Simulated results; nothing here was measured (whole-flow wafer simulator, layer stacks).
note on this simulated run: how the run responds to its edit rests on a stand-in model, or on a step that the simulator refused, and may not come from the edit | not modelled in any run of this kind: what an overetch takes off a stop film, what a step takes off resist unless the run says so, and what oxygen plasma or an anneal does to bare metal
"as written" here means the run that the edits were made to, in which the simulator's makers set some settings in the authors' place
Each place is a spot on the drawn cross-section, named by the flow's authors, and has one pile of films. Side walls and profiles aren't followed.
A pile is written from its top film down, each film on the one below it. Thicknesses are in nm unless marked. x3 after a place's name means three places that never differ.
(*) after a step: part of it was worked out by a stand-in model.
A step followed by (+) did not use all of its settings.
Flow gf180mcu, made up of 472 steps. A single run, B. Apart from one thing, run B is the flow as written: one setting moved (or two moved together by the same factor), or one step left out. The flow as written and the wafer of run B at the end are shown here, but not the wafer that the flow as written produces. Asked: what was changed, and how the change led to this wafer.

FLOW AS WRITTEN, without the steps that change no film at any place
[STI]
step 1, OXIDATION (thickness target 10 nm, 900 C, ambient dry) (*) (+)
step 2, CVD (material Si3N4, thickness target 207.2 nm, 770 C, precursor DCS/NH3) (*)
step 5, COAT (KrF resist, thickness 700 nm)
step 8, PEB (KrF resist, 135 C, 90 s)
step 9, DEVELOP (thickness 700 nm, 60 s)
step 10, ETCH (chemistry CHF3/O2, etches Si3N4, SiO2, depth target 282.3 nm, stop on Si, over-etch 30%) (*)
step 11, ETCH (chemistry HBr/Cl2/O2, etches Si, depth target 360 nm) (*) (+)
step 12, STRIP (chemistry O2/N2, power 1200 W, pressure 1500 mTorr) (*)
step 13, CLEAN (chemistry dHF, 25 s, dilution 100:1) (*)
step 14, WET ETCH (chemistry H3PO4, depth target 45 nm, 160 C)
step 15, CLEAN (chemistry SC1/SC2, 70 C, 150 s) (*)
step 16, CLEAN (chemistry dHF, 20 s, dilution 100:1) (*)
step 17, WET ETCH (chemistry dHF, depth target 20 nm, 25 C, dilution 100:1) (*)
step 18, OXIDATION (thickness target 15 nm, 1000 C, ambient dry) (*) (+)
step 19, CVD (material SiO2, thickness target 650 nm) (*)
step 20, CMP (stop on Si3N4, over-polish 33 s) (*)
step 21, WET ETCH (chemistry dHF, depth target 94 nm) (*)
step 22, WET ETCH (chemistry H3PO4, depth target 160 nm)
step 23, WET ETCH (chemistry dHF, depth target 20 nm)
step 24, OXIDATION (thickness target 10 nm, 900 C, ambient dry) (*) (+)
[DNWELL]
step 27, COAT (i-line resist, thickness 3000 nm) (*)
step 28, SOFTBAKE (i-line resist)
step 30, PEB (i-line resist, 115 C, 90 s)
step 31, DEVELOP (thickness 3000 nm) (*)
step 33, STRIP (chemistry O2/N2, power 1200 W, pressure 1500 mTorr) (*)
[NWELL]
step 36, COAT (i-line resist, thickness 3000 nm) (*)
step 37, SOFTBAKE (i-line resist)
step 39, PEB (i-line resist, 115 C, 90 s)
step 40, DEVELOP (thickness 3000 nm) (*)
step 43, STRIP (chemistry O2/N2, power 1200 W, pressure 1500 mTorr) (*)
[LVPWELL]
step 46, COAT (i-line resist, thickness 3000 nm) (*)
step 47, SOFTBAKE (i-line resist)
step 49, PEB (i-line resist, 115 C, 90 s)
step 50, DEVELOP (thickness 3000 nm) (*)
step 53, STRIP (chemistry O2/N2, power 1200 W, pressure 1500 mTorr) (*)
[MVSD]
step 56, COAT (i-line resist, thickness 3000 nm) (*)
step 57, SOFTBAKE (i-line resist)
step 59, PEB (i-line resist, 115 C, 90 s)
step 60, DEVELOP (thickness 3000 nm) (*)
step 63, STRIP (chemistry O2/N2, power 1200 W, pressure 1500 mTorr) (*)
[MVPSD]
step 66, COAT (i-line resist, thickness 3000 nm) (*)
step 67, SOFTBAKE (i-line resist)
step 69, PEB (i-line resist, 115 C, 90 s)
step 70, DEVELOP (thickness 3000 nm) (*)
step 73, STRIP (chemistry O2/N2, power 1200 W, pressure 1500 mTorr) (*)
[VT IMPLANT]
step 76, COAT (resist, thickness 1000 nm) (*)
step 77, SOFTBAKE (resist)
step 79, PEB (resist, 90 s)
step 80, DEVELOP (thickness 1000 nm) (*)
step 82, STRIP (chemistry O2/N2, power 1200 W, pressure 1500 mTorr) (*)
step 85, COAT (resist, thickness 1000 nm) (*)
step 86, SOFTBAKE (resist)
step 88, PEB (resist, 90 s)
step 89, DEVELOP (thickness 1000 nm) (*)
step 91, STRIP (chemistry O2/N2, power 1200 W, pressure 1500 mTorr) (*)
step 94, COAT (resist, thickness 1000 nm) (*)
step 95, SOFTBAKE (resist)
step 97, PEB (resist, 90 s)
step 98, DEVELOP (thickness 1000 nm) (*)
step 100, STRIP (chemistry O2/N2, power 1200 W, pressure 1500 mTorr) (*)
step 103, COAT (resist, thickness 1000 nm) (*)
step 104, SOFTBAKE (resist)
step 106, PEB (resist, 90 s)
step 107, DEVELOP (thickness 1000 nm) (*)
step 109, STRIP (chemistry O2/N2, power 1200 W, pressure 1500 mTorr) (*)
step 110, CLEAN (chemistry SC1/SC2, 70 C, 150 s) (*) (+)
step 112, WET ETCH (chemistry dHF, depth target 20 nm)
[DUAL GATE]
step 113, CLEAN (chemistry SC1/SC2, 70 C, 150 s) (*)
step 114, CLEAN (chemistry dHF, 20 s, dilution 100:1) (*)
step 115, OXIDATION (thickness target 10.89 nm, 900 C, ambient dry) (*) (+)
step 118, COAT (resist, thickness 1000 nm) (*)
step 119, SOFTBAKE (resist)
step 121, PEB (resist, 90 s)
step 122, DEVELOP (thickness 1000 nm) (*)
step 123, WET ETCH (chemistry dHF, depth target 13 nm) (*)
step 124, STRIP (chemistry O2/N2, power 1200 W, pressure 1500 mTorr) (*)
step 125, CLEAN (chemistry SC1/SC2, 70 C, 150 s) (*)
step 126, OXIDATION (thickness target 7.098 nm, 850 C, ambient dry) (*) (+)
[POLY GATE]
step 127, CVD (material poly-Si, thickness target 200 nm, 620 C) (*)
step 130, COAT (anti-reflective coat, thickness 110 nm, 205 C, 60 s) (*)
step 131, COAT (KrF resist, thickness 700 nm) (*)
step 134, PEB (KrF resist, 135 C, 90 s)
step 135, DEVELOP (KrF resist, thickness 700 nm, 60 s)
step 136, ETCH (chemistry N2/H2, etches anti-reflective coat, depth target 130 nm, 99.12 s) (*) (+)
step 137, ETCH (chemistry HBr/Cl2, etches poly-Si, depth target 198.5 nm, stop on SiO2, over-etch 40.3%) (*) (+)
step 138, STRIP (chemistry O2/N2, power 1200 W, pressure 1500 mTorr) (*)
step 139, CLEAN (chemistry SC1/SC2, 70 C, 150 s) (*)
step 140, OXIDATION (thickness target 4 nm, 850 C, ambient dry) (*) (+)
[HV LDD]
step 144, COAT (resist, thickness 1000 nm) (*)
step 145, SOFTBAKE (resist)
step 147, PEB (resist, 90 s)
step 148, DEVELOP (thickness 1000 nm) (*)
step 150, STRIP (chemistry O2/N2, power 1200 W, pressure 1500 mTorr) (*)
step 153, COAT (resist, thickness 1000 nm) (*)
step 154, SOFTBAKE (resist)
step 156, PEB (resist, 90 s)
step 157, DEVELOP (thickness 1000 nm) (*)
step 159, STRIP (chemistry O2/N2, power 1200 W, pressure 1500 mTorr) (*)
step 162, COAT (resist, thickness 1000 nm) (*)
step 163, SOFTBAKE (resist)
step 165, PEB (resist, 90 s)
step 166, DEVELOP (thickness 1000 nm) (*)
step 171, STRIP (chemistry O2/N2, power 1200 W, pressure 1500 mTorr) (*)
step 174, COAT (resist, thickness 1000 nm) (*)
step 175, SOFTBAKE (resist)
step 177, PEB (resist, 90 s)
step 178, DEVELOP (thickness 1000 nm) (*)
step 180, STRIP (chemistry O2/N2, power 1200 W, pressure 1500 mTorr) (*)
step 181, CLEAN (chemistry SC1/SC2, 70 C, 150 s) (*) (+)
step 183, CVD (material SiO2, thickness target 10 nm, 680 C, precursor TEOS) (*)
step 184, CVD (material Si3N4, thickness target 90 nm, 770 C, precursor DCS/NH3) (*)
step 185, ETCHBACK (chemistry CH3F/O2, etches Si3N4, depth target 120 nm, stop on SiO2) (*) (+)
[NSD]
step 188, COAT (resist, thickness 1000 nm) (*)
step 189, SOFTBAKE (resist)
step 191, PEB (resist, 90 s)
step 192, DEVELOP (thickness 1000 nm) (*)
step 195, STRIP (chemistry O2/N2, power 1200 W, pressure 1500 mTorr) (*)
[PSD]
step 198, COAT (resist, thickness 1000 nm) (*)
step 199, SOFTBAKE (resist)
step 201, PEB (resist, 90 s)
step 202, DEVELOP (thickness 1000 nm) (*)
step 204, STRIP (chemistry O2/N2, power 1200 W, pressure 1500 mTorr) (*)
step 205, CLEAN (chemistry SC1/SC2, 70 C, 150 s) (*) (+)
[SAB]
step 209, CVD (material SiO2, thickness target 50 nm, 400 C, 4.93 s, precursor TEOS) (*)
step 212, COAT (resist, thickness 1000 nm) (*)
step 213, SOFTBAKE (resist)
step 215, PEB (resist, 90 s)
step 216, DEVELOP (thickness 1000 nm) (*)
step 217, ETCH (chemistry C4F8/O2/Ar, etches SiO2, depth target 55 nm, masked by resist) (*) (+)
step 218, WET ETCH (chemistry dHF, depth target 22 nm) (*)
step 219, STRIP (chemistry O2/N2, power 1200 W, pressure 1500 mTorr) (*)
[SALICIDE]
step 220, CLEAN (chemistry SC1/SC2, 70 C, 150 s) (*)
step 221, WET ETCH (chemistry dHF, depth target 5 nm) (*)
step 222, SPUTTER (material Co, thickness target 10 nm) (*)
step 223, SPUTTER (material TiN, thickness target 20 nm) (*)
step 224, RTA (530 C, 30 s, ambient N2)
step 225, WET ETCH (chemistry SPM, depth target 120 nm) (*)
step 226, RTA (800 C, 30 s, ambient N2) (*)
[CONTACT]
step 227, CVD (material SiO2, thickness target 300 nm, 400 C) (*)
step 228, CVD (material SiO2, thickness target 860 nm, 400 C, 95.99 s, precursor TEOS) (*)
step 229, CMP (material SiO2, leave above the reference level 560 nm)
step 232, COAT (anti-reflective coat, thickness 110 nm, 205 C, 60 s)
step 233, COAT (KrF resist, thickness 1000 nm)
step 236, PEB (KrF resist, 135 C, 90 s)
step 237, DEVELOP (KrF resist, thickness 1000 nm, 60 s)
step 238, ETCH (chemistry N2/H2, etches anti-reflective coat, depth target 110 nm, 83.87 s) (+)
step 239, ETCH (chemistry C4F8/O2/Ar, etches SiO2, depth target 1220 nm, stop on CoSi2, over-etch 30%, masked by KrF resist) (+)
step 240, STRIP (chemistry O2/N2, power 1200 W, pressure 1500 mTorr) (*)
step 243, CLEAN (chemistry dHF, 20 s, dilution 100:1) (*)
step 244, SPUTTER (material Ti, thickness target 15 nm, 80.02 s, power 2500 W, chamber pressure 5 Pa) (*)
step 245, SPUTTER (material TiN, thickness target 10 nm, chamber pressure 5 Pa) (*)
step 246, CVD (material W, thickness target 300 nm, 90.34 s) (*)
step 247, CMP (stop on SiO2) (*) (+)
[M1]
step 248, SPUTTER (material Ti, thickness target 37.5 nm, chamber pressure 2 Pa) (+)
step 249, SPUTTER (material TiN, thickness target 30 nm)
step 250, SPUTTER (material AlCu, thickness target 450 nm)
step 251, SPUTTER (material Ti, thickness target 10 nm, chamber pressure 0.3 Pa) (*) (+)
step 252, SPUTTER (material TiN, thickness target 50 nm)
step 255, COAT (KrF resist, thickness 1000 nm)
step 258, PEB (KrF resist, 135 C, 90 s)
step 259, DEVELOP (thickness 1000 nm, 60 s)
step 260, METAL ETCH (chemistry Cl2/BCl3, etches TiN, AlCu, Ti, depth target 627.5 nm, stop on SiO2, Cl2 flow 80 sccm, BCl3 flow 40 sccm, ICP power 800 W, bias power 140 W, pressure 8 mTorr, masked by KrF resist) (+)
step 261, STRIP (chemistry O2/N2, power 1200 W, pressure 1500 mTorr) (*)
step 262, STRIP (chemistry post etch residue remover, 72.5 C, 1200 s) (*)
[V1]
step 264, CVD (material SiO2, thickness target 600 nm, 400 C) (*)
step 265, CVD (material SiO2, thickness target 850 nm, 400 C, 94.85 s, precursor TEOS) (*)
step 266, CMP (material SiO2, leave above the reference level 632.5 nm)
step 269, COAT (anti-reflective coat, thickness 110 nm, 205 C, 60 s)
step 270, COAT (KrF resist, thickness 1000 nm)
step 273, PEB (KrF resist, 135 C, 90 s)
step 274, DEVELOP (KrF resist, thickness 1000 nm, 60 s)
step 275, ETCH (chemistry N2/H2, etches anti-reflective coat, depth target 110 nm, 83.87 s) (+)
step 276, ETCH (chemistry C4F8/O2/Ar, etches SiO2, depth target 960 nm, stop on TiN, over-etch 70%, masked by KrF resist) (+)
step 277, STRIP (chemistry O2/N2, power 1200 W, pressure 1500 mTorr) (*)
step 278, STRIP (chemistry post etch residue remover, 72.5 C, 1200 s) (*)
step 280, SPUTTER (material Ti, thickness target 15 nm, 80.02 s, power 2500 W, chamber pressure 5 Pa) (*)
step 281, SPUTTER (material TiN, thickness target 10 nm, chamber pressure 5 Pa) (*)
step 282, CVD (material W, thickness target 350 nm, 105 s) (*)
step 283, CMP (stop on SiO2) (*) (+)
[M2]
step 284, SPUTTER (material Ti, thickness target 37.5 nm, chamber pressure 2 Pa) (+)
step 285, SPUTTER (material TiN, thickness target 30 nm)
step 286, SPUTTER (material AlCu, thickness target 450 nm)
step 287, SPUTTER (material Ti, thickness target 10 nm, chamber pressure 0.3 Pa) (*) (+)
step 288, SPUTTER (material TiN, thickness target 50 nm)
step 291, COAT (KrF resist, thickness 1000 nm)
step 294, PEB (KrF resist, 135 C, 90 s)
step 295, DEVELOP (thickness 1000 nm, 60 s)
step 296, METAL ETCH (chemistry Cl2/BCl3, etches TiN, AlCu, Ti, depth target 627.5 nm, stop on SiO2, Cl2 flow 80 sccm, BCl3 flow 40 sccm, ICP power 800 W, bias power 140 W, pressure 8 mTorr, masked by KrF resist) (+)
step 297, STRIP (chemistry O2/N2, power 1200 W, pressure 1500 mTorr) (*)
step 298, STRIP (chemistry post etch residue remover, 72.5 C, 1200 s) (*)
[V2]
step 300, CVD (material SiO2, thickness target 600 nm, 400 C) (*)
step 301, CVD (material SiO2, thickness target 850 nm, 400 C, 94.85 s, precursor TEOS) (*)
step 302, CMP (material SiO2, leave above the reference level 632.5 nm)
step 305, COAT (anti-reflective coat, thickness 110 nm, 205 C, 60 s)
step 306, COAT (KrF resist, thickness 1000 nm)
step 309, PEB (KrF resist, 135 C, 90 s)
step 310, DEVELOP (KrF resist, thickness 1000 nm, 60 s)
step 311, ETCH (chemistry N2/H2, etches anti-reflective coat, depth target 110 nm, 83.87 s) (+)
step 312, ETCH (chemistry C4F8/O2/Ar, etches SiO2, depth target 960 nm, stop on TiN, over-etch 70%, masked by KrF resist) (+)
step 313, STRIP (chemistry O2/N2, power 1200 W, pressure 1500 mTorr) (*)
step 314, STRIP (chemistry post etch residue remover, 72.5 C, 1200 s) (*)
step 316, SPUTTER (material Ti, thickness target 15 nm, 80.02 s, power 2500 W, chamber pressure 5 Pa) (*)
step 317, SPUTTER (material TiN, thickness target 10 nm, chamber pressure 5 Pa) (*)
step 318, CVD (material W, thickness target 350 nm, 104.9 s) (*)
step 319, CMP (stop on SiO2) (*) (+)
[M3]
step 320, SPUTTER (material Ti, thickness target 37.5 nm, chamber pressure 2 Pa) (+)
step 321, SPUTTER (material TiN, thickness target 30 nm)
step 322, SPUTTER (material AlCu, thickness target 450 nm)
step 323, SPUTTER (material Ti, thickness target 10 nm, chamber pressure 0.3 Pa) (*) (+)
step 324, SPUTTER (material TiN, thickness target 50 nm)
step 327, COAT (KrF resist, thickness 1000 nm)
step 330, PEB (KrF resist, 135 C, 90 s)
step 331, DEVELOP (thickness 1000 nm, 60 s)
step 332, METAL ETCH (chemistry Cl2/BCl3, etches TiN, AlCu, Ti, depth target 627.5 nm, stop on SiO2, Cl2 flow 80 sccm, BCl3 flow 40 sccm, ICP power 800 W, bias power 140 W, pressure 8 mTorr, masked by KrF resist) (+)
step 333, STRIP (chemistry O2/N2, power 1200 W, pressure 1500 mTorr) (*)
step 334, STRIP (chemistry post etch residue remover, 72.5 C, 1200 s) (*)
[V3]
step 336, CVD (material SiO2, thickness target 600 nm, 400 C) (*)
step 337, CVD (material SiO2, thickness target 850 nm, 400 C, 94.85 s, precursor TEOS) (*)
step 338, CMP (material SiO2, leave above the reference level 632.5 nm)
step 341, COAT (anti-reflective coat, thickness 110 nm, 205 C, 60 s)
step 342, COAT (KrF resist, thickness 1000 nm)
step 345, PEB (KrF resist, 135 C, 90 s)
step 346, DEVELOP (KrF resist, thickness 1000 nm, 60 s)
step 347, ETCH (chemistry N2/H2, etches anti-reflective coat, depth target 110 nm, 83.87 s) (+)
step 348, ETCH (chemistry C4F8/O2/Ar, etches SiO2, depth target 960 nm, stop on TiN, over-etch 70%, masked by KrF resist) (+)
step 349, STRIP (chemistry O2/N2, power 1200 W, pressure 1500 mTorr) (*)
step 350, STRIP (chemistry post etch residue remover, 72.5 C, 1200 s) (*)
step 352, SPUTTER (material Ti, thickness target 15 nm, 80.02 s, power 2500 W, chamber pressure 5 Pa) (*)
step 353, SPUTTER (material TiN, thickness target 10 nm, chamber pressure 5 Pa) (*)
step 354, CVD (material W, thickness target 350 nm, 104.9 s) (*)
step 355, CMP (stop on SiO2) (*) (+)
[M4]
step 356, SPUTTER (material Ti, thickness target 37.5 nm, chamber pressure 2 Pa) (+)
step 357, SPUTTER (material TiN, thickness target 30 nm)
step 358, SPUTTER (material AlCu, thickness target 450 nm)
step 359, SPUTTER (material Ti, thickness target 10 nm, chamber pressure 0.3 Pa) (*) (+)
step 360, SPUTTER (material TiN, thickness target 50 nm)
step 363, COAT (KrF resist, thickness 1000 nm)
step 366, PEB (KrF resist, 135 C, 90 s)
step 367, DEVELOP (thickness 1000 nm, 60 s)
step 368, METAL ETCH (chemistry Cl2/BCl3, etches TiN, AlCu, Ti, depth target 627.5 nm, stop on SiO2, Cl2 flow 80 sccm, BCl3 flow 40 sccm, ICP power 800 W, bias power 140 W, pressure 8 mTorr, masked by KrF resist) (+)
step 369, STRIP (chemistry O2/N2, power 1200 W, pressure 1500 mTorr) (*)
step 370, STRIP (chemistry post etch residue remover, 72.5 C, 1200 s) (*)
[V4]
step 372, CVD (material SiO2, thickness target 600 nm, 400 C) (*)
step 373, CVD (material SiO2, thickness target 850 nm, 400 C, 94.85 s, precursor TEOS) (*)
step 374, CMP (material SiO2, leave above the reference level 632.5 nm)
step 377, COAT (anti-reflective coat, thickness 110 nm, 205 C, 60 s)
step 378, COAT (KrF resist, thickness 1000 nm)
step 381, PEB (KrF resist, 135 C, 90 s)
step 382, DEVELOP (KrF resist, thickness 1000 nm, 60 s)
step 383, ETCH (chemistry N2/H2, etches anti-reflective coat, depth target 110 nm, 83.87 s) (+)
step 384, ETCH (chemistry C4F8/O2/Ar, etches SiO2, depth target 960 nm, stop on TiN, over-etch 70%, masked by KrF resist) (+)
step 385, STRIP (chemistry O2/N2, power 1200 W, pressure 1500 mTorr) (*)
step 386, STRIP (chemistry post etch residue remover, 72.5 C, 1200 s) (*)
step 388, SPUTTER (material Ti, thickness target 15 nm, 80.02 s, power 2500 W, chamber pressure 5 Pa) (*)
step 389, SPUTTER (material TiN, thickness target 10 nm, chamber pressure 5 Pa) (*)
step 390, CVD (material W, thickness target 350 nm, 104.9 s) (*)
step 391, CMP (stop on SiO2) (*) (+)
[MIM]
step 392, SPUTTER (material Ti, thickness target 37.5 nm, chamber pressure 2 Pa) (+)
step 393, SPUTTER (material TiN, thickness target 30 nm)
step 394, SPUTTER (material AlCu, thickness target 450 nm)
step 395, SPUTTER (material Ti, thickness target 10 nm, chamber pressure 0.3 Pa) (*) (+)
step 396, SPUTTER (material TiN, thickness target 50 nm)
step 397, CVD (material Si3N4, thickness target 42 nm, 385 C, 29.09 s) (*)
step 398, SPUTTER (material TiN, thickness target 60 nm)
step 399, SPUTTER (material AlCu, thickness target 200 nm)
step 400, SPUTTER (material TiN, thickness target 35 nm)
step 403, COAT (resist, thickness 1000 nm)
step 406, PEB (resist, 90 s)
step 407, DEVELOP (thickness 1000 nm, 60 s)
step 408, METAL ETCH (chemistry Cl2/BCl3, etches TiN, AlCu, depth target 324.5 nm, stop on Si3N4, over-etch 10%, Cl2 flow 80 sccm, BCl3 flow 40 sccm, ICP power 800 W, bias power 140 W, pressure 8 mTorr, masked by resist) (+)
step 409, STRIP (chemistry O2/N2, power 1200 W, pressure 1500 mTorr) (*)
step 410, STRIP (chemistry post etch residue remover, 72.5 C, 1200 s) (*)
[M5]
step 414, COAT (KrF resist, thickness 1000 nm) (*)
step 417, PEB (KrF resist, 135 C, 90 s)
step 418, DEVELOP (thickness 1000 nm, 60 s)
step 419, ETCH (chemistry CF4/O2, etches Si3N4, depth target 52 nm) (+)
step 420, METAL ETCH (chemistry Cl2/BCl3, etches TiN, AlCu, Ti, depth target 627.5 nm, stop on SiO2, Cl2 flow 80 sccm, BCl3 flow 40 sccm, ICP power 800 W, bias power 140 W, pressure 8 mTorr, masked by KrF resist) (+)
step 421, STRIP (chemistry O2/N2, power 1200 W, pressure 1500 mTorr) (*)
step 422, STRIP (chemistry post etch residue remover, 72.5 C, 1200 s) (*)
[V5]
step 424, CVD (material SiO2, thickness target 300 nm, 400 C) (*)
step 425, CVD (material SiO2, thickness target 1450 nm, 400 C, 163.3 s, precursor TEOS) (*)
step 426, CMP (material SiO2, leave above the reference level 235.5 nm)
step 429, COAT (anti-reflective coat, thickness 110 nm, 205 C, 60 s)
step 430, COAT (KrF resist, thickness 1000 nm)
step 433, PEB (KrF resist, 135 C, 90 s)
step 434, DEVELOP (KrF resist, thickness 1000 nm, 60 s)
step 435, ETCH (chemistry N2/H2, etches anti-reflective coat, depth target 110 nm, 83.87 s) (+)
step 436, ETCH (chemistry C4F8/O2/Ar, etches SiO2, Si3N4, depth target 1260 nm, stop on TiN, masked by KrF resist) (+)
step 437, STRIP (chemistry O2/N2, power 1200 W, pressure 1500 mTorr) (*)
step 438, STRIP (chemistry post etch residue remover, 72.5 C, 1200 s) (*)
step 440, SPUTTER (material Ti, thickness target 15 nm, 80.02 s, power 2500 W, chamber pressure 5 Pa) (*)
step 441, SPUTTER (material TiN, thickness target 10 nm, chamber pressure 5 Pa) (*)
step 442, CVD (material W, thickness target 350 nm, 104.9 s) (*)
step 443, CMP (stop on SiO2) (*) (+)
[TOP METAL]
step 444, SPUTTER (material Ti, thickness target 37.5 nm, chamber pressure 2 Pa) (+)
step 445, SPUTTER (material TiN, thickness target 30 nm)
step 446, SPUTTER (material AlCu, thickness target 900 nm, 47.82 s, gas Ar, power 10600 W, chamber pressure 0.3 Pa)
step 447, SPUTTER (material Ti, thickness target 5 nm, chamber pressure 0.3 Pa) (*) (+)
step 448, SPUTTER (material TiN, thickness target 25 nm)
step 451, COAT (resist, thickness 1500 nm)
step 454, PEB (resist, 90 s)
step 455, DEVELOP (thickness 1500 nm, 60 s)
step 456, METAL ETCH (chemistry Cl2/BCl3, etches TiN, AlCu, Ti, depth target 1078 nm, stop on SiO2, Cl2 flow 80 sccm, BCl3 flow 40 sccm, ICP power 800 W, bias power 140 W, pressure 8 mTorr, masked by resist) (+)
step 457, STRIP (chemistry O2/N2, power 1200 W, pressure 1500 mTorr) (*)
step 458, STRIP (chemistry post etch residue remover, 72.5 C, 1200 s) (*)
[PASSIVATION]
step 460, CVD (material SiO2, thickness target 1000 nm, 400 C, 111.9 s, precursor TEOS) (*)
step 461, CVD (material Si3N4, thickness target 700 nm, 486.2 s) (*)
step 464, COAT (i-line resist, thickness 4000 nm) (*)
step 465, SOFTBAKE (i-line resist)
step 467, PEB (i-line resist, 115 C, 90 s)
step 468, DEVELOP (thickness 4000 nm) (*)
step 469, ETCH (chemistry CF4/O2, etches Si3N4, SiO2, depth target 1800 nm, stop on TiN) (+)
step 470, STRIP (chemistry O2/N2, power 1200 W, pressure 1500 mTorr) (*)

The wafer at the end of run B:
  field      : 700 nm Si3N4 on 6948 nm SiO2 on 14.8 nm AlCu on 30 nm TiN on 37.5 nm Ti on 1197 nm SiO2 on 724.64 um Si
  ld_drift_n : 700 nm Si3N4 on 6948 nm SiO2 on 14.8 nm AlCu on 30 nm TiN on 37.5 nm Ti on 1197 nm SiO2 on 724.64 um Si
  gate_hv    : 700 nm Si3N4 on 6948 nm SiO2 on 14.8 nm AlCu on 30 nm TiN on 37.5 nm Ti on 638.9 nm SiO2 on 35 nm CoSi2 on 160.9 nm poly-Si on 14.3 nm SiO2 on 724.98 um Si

The reason: step 260, METAL ETCH: depth target 489.5 nm was run, though the flow has depth target 627.5 nm.

The path from the change to this, step by step:
  step 260, METAL ETCH (chemistry Cl2/BCl3, etches TiN, AlCu, Ti, depth target 627.5 nm, stop on SiO2, Cl2 flow 80 sccm, BCl3 flow 40 sccm, ICP power 800 W, bias power 140 W, pressure 8 mTorr, masked by KrF resist) (+)
      field, field__w1, field__w2 and 99 more: -50 TiN (all of it), -10 Ti (all of it), -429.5 AlCu (as written it would have been: -50 TiN (all of it), -10 Ti (all of it), -450 AlCu (all of it), -30 TiN (all of it), -37.5 Ti (all of it))
      field__w8, contact, m1 and 6 more: -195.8 KrF resist (as written it would have been: -251 KrF resist)
  step 261, STRIP (chemistry O2/N2, power 1200 W, pressure 1500 mTorr) (*)
      field__w8, contact, m1 and 6 more: -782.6 KrF resist (all of it) (as written it would have been: -727.4 KrF resist (all of it))
  step 262, STRIP (chemistry post etch residue remover, 72.5 C, 1200 s) (*)
      field, field__w1, field__w2 and 99 more: -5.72 AlCu (as written it would have been: nothing)
  step 264, CVD (material SiO2, thickness target 600 nm, 400 C) (*)
      field, field__w1, field__w2 and 99 more: +600 SiO2 (new film) (as written it would have been: +600 SiO2)
  step 266, CMP (material SiO2, leave above the reference level 632.5 nm)
      field, field__w1, field__w2 and 99 more: -382.3 SiO2 (as written it would have been: -300 SiO2)
Taking metal films that touch as one body, field has 1 body; the flow as written gives 0 bodies.
Taking metal films that touch as one body, ld_drift_n has 1 body; the flow as written gives 0 bodies.
Taking metal films that touch as one body, gate_hv has 2 bodies (between them, from the top down: SiO2 638.9); the flow as written gives 1 body.
